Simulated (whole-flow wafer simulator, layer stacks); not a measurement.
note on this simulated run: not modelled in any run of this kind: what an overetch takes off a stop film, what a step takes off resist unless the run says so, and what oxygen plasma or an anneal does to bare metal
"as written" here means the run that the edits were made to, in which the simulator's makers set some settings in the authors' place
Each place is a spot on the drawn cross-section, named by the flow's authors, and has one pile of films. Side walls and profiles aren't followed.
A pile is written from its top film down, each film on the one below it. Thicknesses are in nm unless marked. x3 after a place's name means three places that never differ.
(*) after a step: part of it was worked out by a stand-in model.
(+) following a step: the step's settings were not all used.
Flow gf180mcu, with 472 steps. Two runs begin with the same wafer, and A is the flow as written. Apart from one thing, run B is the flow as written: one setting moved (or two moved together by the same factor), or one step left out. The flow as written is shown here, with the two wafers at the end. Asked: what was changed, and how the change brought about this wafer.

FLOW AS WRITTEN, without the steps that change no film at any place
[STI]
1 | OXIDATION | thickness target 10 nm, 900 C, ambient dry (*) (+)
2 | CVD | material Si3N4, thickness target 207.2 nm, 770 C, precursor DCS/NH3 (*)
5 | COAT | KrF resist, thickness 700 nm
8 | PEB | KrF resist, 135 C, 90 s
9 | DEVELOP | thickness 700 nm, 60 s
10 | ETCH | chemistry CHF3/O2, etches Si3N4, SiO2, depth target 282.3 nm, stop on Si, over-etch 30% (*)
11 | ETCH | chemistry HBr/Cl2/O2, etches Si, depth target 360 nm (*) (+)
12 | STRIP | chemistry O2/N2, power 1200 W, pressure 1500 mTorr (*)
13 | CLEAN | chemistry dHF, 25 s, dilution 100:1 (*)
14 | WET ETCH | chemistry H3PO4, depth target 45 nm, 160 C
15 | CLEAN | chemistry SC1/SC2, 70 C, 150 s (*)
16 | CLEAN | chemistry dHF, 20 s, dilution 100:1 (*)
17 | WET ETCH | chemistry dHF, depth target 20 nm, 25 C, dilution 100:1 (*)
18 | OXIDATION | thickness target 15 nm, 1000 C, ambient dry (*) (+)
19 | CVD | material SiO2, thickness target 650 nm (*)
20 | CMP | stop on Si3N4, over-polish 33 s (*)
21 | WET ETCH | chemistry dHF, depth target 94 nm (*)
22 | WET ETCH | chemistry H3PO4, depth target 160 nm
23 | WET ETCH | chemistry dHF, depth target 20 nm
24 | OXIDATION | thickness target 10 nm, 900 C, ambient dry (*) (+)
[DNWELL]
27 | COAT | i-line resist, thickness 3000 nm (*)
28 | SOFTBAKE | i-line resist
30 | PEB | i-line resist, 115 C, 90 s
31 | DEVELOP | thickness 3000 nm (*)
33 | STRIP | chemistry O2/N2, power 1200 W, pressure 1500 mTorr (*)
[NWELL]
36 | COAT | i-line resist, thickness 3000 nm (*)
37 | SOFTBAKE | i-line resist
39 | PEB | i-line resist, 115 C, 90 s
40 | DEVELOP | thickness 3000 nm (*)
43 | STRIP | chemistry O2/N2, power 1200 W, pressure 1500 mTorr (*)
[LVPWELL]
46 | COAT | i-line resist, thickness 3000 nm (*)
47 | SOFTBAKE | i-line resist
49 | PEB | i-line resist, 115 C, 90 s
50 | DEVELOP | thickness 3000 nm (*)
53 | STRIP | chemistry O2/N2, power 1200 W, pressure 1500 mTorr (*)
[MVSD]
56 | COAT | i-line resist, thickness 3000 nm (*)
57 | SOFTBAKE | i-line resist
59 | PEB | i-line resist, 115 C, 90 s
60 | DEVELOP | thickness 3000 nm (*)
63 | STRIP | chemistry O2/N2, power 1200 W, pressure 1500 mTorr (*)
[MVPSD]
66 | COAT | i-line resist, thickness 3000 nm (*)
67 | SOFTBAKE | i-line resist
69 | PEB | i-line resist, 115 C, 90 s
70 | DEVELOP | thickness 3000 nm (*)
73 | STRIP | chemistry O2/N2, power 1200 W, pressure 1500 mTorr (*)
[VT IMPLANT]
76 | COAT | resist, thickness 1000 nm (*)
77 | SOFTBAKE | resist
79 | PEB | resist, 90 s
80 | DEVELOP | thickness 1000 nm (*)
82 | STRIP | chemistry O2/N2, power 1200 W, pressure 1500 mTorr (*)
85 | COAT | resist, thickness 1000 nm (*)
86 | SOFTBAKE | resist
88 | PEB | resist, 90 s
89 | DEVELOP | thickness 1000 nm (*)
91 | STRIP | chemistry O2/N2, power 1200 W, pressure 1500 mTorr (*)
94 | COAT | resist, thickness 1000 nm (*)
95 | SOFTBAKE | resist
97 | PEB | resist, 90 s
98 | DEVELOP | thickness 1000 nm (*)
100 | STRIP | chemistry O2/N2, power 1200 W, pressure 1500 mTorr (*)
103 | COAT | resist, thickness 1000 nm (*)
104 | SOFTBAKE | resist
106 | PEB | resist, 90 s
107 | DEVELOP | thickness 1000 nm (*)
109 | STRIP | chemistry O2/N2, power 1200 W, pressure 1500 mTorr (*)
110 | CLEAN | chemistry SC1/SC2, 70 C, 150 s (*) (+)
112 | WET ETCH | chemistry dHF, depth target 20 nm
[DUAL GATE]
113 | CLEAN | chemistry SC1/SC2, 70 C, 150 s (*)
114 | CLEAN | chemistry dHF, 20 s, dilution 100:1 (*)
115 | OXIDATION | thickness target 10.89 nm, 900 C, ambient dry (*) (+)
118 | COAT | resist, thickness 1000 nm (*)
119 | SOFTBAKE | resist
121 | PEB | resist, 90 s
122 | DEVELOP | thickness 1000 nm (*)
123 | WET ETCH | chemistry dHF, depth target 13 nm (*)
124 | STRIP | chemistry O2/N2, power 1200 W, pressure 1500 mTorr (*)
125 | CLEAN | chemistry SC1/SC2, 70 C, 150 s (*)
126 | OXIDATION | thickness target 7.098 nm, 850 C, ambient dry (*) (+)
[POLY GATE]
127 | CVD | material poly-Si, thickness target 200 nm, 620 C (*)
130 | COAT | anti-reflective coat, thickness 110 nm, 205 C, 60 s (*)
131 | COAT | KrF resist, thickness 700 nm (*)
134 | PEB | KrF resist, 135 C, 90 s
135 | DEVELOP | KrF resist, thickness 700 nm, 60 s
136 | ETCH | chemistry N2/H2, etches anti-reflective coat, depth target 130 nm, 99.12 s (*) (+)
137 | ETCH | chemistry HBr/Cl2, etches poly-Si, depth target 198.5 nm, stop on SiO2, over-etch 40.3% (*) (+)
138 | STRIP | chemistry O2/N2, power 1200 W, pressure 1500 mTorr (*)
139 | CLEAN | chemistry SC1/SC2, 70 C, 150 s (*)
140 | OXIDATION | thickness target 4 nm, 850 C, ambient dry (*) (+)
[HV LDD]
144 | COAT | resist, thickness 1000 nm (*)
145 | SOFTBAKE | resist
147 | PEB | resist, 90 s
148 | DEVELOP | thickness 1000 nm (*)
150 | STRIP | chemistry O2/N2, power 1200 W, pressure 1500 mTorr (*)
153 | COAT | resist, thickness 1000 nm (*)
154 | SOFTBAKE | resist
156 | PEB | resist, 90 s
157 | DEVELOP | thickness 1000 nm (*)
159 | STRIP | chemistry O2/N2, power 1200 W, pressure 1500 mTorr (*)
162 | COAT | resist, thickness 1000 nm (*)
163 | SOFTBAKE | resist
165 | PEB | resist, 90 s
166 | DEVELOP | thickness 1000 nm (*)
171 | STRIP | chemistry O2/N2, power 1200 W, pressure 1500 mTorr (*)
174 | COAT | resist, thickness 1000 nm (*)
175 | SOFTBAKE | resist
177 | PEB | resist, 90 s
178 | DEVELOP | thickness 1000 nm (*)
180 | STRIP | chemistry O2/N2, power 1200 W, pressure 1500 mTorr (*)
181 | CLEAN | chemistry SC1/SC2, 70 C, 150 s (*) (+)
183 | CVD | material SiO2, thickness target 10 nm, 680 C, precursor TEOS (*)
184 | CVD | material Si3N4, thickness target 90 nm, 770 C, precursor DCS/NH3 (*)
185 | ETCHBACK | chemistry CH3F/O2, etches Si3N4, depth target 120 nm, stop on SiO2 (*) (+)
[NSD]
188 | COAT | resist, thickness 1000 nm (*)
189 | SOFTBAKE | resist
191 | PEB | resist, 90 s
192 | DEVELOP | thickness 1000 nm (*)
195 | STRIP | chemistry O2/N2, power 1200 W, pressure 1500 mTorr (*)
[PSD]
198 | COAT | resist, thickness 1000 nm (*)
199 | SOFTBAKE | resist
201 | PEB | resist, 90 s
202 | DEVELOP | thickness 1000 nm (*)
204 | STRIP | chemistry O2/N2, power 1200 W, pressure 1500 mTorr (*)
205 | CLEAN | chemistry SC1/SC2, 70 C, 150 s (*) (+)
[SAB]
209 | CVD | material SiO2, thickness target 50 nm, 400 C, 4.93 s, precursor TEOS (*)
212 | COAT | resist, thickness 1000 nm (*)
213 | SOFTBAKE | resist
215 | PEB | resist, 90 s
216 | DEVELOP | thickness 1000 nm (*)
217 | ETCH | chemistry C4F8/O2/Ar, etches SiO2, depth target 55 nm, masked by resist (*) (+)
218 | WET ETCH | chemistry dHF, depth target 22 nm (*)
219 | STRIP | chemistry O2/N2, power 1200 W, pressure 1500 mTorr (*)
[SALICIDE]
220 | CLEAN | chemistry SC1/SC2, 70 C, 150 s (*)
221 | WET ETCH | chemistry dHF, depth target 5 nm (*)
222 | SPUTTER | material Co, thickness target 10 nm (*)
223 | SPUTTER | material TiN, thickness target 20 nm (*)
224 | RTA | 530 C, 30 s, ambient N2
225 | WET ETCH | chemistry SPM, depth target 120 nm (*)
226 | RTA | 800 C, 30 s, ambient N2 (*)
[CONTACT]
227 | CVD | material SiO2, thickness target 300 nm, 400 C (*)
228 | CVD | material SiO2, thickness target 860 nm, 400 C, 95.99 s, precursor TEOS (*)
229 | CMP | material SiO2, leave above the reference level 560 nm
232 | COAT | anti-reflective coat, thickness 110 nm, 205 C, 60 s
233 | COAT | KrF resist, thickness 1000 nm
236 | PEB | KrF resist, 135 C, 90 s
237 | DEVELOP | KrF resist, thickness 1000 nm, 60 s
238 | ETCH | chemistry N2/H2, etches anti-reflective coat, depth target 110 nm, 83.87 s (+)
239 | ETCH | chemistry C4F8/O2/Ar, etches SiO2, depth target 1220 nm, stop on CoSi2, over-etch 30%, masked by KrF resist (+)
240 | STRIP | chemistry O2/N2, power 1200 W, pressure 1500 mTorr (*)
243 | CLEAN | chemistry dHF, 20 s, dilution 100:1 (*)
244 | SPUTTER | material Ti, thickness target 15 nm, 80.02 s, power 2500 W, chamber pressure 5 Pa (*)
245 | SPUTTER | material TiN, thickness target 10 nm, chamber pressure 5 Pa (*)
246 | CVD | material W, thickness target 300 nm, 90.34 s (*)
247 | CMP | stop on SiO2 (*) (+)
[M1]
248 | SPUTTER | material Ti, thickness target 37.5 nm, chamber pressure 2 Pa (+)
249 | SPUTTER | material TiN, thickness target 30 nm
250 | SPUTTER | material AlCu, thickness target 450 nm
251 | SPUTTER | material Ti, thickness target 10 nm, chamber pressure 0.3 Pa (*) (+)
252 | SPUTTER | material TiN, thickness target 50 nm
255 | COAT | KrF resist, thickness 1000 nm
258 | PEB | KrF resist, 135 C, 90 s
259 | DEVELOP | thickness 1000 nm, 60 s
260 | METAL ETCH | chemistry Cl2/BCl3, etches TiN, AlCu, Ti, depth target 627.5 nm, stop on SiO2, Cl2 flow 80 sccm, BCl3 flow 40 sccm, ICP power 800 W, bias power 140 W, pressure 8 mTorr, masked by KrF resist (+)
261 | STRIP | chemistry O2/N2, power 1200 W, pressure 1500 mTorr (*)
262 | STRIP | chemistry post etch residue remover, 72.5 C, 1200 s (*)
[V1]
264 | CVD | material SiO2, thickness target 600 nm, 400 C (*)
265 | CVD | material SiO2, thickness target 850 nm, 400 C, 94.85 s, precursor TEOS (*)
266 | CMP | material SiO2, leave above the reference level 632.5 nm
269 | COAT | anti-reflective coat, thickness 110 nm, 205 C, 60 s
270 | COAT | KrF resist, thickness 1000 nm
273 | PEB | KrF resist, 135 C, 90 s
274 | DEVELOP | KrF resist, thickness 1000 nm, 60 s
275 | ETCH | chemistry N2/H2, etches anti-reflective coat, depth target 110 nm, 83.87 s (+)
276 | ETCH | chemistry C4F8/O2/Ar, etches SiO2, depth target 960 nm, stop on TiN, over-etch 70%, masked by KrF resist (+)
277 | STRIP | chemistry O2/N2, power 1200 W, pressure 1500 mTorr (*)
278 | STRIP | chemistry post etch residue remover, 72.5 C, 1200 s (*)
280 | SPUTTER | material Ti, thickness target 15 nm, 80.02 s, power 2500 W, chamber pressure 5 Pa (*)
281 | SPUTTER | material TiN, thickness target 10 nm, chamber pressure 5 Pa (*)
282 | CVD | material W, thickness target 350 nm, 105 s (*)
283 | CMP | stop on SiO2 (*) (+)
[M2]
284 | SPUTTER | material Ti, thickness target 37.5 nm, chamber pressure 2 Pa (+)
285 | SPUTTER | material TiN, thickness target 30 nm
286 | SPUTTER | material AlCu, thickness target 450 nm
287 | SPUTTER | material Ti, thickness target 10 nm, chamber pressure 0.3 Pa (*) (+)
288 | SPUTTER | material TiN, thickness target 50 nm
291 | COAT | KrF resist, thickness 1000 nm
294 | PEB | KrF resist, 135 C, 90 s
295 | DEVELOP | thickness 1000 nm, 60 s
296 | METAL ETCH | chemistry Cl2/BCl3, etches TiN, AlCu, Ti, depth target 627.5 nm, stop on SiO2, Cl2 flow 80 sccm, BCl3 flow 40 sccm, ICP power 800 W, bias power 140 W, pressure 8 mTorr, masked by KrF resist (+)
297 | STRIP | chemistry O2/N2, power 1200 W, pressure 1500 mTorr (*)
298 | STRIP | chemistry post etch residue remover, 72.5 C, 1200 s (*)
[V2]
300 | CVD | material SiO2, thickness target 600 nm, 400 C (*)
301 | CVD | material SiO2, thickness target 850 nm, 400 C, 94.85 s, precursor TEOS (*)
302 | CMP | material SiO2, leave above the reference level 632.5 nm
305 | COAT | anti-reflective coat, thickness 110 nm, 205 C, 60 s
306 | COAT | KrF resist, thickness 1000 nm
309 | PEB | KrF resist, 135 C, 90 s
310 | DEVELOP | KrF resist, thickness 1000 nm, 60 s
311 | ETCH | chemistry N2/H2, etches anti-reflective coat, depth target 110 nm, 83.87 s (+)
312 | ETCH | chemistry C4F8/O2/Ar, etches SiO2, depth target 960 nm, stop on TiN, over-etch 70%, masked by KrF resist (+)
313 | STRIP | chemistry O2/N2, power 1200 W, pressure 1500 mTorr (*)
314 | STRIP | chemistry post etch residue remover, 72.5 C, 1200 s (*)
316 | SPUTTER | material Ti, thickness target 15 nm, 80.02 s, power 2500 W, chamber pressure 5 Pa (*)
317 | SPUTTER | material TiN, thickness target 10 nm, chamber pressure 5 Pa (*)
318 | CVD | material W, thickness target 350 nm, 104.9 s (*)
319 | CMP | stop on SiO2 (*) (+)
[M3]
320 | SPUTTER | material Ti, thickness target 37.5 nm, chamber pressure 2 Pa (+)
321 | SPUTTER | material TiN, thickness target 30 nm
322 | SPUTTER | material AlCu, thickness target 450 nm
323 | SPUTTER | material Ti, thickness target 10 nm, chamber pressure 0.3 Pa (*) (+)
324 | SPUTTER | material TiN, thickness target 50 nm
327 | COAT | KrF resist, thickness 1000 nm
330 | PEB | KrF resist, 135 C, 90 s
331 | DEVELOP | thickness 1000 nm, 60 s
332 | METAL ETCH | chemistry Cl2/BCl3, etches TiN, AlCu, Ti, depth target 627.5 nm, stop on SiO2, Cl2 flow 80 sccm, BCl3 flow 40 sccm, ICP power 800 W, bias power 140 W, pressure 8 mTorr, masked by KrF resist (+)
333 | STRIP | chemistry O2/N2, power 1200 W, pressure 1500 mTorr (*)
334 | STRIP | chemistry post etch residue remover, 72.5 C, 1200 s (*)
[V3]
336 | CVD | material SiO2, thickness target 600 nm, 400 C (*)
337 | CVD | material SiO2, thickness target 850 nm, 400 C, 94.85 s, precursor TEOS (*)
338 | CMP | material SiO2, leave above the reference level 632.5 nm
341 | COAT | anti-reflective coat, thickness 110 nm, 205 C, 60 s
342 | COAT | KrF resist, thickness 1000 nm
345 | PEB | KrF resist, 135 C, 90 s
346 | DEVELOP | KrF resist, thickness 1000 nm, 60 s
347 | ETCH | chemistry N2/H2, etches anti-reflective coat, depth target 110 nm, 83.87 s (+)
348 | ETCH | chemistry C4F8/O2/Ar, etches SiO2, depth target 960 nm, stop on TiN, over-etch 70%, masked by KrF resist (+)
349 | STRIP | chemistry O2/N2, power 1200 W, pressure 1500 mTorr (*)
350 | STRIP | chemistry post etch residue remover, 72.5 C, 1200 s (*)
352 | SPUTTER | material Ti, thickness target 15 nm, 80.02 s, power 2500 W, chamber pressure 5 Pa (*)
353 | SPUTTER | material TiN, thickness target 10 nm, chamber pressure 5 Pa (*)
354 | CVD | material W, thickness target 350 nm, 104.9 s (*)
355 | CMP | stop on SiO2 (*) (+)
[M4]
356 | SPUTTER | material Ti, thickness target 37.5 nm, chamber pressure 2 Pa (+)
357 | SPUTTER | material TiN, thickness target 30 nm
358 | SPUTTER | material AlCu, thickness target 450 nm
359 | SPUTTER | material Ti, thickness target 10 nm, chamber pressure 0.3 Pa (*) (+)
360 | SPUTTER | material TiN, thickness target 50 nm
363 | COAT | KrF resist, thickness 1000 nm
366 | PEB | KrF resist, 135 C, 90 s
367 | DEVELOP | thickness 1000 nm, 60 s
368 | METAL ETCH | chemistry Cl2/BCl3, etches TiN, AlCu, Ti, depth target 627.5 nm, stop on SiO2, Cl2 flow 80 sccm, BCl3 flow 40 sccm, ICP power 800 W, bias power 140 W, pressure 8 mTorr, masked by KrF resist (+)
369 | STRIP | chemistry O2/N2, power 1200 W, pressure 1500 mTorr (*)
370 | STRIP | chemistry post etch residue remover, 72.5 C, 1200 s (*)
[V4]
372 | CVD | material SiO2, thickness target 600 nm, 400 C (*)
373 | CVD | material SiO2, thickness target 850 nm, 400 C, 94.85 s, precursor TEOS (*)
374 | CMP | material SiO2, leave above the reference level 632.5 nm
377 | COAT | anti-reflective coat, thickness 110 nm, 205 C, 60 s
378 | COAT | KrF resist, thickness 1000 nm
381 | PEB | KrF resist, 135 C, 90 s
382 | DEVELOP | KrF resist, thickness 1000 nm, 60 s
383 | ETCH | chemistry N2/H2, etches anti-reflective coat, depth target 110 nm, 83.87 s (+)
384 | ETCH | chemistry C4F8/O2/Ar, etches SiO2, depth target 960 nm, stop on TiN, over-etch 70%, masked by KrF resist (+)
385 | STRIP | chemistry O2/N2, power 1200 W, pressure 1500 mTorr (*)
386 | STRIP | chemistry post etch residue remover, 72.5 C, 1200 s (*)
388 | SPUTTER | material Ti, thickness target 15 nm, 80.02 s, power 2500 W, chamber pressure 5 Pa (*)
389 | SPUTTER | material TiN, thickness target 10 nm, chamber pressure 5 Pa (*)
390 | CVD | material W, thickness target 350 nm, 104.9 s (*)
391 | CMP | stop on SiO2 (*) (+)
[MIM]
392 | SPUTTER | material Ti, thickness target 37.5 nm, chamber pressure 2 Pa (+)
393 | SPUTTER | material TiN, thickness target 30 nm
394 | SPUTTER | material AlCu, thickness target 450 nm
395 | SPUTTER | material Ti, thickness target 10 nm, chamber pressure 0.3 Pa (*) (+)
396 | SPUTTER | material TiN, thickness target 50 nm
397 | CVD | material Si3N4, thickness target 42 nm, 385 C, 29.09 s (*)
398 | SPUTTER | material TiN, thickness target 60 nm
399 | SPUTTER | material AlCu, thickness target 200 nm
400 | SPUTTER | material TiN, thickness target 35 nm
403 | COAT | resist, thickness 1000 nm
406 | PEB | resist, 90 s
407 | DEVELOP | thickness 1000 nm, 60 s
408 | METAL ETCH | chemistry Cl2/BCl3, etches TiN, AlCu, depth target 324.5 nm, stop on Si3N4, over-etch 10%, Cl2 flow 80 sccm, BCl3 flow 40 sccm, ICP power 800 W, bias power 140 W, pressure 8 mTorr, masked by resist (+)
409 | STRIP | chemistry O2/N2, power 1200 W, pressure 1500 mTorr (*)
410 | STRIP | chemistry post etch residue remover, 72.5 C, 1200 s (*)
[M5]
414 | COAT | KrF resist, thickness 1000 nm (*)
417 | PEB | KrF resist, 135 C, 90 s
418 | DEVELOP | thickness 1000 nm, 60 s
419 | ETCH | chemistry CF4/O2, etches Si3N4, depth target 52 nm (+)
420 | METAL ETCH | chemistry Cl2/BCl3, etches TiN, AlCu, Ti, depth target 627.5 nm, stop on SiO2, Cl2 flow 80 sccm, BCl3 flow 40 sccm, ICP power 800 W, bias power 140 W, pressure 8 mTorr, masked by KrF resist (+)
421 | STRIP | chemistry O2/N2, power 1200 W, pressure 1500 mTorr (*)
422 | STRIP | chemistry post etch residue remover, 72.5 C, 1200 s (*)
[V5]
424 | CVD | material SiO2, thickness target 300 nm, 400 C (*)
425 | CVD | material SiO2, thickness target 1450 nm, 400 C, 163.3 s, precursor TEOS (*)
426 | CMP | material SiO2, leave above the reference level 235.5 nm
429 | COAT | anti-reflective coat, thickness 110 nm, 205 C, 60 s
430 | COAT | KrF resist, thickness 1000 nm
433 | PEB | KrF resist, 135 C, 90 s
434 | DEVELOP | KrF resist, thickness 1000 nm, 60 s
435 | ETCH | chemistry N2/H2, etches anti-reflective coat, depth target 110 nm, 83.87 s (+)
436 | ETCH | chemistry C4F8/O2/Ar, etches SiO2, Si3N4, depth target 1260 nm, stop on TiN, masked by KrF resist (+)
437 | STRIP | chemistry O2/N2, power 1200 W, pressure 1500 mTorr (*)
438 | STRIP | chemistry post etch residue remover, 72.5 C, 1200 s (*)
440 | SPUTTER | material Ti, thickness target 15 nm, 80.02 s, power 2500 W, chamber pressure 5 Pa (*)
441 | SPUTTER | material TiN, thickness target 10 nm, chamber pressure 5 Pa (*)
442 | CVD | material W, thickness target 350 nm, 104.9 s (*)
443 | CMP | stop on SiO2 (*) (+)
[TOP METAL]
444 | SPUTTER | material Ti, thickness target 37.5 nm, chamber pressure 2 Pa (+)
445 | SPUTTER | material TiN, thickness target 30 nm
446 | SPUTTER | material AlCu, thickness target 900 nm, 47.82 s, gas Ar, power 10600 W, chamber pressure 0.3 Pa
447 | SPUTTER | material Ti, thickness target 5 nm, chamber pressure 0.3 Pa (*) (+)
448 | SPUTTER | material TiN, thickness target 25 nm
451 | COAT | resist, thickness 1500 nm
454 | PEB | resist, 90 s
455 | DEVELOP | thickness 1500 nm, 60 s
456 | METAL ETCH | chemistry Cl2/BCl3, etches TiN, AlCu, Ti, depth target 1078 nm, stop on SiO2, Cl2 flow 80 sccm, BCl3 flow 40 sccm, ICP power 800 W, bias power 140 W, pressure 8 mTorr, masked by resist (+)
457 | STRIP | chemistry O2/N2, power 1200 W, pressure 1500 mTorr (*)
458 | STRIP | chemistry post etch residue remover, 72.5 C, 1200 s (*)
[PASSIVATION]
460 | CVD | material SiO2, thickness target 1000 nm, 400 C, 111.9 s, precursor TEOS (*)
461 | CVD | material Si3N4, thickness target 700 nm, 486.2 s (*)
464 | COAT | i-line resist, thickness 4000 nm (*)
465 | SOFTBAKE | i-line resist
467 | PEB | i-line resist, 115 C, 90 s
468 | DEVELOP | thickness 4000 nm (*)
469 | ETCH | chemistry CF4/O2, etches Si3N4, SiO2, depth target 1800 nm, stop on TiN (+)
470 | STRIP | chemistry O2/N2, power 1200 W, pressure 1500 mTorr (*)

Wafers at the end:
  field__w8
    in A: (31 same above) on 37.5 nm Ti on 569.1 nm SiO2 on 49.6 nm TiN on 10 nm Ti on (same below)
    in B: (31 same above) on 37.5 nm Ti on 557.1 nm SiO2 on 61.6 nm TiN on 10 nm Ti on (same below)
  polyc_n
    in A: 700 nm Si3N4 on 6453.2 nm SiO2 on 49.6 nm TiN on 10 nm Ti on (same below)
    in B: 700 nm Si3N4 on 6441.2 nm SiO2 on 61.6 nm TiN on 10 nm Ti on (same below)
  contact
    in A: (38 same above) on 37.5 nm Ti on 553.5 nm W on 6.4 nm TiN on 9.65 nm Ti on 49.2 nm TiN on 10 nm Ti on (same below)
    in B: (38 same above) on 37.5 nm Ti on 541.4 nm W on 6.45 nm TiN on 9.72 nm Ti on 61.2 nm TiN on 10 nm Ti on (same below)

The reason: step 252, SPUTTER: thickness target 62 nm was run, though the flow has thickness target 50 nm.

Step by step, how the change led to this:
  252 | SPUTTER | material TiN, thickness target 50 nm
      field, field__w1, field__w2 and 108 more: A +50 TiN (new film) | B +62 TiN (new film)
  260 | METAL ETCH | chemistry Cl2/BCl3, etches TiN, AlCu, Ti, depth target 627.5 nm, stop on SiO2, Cl2 flow 80 sccm, BCl3 flow 40 sccm, ICP power 800 W, bias power 140 W, pressure 8 mTorr, masked by KrF resist (+)
      field, field__w1, field__w2 and 99 more: A -50 TiN (all of it), -10 Ti (all of it), -450 AlCu (all of it), -30 TiN (all of it), -37.5 Ti (all of it) | B -62 TiN (all of it), -10 Ti (all of it), -450 AlCu (all of it), -30 TiN (all of it), -37.5 Ti (all of it)
  276 | ETCH | chemistry C4F8/O2/Ar, etches SiO2, depth target 960 nm, stop on TiN, over-etch 70%, masked by KrF resist (+)
      contact: A -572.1 SiO2 (all of it) | B -560.1 SiO2 (all of it)
